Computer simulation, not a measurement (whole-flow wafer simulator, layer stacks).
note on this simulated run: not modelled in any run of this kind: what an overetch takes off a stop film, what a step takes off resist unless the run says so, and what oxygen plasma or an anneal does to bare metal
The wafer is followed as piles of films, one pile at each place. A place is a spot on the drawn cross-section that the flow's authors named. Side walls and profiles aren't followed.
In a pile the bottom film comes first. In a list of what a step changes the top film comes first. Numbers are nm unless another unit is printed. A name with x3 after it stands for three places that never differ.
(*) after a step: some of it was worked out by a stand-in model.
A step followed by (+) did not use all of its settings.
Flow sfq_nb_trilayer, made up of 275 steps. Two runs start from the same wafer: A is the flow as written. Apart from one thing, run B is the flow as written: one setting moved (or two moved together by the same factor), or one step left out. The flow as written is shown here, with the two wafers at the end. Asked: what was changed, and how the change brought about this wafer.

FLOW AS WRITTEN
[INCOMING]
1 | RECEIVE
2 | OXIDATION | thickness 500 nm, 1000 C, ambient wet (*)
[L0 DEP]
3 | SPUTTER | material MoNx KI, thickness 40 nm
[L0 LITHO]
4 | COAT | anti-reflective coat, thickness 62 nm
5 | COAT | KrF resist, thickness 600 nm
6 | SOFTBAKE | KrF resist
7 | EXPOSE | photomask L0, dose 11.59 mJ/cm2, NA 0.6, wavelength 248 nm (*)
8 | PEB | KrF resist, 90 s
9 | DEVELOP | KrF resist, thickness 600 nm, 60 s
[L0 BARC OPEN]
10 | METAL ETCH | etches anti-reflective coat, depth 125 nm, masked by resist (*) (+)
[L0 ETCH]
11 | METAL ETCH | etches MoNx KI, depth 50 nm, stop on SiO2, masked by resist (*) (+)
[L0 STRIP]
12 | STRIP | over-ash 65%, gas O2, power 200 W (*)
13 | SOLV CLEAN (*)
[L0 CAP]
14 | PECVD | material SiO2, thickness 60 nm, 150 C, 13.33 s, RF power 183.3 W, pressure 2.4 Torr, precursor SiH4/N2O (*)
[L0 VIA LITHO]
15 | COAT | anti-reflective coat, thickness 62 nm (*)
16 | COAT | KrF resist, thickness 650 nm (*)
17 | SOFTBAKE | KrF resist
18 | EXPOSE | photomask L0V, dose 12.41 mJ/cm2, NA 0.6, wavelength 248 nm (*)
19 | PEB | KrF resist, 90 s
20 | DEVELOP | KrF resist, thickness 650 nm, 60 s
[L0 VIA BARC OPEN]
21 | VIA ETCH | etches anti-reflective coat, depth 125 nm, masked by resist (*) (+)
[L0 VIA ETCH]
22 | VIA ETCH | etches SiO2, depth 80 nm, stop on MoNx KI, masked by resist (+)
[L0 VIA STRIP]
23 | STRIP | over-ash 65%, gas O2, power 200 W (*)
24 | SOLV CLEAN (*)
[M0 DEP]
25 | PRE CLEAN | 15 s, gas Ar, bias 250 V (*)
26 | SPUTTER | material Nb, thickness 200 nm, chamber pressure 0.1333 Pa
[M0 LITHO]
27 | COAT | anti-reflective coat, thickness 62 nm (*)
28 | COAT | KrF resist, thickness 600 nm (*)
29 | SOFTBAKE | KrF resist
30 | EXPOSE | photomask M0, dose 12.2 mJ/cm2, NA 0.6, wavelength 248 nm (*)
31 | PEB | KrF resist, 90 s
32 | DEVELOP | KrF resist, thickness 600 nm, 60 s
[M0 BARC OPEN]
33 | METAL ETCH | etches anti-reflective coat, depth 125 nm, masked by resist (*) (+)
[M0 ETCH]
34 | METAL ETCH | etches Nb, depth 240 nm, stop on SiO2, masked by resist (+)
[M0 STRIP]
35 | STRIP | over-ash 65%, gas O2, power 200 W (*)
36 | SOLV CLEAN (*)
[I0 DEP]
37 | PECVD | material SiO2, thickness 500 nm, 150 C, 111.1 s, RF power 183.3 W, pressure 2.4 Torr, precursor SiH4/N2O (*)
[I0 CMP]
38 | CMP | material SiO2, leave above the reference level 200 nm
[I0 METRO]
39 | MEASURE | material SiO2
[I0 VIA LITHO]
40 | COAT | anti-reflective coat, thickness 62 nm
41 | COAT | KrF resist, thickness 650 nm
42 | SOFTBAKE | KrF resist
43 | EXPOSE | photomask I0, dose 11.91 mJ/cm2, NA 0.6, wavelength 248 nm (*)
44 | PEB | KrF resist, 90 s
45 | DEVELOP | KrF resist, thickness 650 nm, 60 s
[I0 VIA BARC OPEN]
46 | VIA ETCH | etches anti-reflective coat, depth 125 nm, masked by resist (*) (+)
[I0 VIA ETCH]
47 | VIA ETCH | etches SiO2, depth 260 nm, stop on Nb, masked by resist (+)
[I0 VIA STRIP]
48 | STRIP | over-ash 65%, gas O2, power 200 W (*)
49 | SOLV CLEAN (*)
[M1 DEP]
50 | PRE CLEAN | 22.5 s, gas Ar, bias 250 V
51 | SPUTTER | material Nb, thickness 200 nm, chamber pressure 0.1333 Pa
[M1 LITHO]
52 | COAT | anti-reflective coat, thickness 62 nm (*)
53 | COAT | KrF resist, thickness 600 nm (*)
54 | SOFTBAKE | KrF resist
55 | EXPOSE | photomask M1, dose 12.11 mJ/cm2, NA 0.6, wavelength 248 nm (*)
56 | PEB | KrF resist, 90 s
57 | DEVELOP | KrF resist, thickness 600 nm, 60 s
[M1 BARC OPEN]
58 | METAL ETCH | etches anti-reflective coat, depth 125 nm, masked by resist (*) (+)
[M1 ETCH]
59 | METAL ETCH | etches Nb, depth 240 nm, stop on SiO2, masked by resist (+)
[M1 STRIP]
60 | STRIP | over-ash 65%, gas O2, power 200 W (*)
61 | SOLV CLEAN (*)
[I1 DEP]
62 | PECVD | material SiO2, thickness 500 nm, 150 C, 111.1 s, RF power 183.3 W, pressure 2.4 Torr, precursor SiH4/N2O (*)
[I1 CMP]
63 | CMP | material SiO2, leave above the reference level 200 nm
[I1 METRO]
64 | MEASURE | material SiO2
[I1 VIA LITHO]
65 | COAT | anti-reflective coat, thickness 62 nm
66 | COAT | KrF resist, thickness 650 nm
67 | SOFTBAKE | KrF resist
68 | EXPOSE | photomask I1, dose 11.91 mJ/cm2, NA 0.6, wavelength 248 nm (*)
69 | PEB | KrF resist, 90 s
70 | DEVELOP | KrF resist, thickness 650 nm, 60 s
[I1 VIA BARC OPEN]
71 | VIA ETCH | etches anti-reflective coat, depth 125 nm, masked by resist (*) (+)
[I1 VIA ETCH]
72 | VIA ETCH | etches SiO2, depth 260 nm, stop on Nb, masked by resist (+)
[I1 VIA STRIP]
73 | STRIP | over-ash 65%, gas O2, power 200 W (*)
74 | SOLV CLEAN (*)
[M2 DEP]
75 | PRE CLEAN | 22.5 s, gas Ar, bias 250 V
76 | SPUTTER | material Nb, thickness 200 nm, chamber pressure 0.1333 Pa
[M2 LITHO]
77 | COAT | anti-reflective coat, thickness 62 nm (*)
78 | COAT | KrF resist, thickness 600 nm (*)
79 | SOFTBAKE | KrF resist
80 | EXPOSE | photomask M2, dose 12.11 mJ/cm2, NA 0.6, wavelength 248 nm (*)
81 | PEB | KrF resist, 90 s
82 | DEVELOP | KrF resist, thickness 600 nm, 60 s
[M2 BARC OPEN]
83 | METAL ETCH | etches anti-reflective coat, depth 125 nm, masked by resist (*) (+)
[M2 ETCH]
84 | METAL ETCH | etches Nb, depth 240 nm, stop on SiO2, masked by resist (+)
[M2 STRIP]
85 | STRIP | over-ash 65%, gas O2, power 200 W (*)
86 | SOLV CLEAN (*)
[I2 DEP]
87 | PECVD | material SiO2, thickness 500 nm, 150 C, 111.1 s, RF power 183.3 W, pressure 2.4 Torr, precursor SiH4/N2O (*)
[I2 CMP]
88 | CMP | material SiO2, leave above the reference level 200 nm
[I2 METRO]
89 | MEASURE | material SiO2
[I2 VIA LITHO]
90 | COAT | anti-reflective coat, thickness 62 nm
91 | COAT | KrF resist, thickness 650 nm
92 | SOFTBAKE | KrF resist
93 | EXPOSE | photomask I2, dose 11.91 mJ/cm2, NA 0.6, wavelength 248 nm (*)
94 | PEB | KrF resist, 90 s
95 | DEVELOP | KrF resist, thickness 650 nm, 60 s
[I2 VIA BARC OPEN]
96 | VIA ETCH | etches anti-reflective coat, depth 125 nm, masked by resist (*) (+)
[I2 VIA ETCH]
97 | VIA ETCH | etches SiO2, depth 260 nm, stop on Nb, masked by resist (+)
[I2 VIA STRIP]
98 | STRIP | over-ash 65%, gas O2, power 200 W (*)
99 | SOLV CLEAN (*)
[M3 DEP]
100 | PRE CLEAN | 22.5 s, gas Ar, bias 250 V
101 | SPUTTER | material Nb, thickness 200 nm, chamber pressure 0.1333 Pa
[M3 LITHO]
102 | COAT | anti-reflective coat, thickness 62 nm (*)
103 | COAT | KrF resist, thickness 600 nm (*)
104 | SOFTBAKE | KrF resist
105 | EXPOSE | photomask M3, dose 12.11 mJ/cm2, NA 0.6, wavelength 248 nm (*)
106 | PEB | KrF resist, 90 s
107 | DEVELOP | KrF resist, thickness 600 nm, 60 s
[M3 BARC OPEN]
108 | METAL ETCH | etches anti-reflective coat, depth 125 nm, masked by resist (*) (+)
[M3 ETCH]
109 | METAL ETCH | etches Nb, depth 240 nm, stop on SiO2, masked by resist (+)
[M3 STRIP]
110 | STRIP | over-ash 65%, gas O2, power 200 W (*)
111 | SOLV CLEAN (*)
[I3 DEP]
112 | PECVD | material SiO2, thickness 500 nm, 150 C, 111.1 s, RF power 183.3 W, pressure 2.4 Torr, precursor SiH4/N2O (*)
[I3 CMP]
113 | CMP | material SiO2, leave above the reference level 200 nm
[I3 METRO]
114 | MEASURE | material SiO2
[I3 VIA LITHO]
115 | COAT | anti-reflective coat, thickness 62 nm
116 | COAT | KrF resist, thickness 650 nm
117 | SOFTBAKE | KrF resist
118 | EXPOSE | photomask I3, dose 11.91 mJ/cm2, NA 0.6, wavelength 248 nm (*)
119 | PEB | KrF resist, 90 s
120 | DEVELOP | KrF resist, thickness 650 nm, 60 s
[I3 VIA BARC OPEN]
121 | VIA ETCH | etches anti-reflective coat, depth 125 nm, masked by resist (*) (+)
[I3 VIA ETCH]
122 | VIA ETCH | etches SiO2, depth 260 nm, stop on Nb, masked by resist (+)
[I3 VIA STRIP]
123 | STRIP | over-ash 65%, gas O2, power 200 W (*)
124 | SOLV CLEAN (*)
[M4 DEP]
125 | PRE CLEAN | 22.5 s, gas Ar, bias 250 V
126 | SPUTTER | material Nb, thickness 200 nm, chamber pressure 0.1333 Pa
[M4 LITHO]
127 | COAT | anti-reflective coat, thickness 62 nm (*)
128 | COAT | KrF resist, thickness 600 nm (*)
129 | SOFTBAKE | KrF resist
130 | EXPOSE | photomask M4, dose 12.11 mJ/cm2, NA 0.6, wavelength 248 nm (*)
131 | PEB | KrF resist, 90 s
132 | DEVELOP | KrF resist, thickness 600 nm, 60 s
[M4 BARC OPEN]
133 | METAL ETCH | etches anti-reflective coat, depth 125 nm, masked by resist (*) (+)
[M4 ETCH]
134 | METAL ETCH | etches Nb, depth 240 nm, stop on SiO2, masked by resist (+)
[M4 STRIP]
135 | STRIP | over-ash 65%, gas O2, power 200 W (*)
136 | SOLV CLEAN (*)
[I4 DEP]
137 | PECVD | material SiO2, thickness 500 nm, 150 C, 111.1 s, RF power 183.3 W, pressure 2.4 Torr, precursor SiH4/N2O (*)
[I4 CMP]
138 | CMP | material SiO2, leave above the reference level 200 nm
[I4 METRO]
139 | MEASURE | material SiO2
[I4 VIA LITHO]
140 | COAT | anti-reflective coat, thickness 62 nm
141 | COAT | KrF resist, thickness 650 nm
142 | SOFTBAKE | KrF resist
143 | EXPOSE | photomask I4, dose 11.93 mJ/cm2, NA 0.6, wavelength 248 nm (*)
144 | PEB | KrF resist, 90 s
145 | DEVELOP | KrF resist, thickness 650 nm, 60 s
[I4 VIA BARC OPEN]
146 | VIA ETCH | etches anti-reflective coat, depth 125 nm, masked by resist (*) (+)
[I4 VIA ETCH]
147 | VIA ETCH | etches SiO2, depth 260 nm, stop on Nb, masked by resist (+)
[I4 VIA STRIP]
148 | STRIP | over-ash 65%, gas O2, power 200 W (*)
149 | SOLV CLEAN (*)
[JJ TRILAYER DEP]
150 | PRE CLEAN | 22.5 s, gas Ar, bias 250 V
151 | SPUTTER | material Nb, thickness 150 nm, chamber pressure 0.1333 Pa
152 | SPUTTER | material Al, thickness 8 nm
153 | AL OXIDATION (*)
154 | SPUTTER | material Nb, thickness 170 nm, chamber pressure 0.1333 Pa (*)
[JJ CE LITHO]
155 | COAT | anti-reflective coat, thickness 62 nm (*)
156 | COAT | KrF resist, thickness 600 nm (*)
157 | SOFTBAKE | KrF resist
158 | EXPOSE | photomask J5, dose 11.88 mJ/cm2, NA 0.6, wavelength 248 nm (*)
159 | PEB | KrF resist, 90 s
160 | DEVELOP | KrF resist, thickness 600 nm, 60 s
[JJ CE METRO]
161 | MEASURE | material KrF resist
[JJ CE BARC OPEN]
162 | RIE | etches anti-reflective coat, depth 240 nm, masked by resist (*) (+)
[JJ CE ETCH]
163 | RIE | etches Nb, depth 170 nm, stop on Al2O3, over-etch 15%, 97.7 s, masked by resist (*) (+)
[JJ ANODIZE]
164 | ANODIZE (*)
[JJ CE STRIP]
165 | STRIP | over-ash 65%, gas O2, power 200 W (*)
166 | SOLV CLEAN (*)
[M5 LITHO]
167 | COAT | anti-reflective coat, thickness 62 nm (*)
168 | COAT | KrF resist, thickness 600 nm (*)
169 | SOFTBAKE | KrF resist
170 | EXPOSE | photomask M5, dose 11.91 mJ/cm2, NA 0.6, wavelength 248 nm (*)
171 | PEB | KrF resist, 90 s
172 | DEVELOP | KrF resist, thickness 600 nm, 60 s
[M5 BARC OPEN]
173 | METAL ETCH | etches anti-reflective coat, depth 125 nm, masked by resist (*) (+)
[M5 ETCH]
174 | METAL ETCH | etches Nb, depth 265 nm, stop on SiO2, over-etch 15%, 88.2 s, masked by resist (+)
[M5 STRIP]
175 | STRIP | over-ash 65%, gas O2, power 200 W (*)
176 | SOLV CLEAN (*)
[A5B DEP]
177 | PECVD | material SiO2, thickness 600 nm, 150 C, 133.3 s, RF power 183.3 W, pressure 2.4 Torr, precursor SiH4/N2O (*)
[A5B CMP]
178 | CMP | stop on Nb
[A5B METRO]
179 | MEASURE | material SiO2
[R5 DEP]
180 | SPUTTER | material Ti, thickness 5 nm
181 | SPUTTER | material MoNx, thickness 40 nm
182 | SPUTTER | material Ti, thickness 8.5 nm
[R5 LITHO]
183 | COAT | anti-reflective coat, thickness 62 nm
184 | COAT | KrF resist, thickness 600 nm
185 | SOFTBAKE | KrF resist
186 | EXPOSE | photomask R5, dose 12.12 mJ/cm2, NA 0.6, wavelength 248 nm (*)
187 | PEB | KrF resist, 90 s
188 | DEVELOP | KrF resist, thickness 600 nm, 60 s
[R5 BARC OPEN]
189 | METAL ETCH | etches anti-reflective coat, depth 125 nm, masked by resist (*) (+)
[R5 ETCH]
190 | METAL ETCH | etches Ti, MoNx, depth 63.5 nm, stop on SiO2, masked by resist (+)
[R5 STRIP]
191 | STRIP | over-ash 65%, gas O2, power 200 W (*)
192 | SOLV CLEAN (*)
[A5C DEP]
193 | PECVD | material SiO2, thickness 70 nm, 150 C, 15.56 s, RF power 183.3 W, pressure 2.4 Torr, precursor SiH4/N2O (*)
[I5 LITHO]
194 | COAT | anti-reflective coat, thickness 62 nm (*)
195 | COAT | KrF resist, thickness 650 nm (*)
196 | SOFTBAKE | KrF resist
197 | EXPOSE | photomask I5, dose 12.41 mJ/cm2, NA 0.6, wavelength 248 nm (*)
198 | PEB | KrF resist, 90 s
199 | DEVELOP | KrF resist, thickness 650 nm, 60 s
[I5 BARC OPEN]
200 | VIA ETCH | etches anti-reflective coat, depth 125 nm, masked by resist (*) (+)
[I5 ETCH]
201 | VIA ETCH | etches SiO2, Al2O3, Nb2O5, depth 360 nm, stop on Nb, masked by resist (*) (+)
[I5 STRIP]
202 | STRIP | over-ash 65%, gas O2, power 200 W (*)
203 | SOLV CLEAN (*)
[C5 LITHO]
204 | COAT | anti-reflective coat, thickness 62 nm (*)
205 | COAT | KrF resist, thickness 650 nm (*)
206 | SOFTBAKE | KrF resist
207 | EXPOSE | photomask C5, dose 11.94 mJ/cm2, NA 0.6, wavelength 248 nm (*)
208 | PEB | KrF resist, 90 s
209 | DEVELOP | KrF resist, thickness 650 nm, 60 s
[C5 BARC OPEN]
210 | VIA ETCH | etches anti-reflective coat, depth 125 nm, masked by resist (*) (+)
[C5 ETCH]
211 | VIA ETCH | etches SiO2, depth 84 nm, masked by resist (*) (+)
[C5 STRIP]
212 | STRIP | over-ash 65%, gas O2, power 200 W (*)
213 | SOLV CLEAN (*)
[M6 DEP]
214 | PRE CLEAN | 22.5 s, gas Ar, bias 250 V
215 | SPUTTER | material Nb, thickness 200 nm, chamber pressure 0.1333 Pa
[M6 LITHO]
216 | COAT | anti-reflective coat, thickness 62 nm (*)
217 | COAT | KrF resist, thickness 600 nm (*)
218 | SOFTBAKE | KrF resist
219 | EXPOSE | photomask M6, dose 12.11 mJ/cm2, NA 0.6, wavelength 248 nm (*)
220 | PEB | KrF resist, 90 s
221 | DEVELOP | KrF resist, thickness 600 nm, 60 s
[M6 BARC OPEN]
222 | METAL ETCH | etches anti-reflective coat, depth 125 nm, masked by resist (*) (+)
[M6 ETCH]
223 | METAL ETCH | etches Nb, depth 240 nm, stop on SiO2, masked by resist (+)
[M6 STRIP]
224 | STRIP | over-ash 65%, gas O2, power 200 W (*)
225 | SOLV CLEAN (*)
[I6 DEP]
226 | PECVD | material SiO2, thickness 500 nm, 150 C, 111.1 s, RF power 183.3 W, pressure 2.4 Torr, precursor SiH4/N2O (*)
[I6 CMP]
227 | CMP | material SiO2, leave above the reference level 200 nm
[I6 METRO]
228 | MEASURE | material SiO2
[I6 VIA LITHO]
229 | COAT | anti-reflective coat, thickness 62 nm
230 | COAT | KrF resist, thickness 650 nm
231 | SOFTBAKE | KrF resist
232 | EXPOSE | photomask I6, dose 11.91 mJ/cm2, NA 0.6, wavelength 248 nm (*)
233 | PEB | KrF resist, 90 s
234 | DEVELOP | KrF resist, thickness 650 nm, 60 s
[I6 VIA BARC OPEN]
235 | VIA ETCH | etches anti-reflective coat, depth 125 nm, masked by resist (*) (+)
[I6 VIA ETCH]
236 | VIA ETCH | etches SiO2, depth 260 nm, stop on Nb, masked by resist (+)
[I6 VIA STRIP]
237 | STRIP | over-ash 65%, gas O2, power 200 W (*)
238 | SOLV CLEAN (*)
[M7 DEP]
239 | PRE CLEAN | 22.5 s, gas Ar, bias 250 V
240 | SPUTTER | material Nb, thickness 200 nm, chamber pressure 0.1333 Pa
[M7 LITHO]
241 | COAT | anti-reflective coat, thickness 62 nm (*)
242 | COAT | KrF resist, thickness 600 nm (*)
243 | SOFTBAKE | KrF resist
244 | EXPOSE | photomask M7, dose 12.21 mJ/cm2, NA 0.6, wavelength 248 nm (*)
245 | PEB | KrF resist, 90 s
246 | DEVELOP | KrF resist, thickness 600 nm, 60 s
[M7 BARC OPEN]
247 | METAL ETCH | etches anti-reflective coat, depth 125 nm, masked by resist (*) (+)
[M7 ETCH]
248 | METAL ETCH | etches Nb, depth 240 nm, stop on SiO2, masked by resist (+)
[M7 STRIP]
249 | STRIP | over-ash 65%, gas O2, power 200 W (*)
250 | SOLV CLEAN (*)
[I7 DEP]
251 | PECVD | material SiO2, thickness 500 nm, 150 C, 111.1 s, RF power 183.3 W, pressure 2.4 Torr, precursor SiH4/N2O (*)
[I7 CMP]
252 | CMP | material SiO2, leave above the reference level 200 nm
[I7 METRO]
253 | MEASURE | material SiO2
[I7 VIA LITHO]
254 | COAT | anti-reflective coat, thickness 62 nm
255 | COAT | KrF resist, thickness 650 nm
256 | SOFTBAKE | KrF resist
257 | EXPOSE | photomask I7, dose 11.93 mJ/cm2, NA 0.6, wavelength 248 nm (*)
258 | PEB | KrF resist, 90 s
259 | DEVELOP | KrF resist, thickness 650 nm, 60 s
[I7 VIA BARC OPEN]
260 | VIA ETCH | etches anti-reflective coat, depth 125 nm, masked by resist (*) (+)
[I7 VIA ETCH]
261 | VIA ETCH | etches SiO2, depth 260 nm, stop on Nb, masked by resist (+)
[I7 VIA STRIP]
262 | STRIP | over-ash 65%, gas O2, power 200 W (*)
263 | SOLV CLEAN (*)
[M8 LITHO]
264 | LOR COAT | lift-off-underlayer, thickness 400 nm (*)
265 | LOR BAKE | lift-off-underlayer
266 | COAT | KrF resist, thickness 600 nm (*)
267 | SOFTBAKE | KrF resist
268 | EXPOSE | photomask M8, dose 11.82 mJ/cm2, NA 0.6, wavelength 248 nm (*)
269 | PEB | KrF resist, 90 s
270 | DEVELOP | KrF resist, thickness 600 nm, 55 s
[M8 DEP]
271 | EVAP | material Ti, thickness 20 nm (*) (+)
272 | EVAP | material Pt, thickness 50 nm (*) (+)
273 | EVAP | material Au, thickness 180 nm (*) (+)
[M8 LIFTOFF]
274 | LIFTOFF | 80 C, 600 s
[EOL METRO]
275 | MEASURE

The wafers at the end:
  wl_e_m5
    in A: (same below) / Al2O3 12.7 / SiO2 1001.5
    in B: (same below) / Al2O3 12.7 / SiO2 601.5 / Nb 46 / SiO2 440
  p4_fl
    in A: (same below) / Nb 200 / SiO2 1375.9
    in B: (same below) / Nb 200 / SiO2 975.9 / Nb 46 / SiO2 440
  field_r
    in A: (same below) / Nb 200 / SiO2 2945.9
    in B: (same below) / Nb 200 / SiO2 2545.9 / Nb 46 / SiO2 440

What caused this: step 240, SPUTTER: thickness 286 nm was run, whereas the flow has thickness 200 nm.

The path from the change to this, step by step:
  240 | SPUTTER | material Nb, thickness 200 nm, chamber pressure 0.1333 Pa
      field_l, v_sur, via_wl and 102 more: A Nb gains 200 (new film) | B Nb gains 286 (new film)
      via_v: A Nb gains 161.1 | B Nb gains 230.9
  241 | COAT | anti-reflective coat, thickness 62 nm (*)
      via_v: A anti-reflective coat gains 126 (new film) | B anti-reflective coat gains 128.6 (new film)
  248 | METAL ETCH | etches Nb, depth 240 nm, stop on SiO2, masked by resist (+)
      field_l, field_r, lsp_l and 62 more: A Nb loses 200 (all of it) | B Nb loses 240
  249 | STRIP | over-ash 65%, gas O2, power 200 W (*)
      via_v: A KrF resist loses 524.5 (all of it), anti-reflective coat loses 126 (all of it) | B KrF resist loses 535.8 (all of it), anti-reflective coat loses 128.6 (all of it)
  251 | PECVD | material SiO2, thickness 500 nm, 150 C, 111.1 s, RF power 183.3 W, pressure 2.4 Torr, precursor SiH4/N2O (*)
      field_l, p4_fl, p4_fm and 56 more: A SiO2 gains 500 | B SiO2 gains 500 (new film)
      field_r, lsp_l: A SiO2 gains 477.7 | B SiO2 gains 473.2 (new film)
      (also at 4 further places)
  252 | CMP | material SiO2, leave above the reference level 200 nm
      field_l, p4_fl, p4_fm and 56 more: A SiO2 loses 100 | B SiO2 loses 60
      field_r, lsp_l: A SiO2 loses 77.7 | B SiO2 loses 33.2
      (also at 3 further places)
If metal films that touch count as one body, wl_e_m5 has 7 bodies (between them, from the top down: SiO2 601.5 / Al2O3 12.7 / Nb2O5 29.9; SiO2 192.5; SiO2 192.5; SiO2 192.5; SiO2 192.5; SiO2 192.5); the flow as written gives 6 bodies (between them, from the top down: SiO2 192.5; SiO2 192.5; SiO2 192.5; SiO2 192.5; SiO2 192.5).
If metal films that touch count as one body, p4_fl has 3 bodies (between them, from the top down: SiO2 975.9; SiO2 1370); the flow as written gives 2 bodies (between them, from the top down: SiO2 1370).
If metal films that touch count as one body, field_r has 2 bodies (between them, from the top down: SiO2 2545.9); the flow as written gives 1 body.
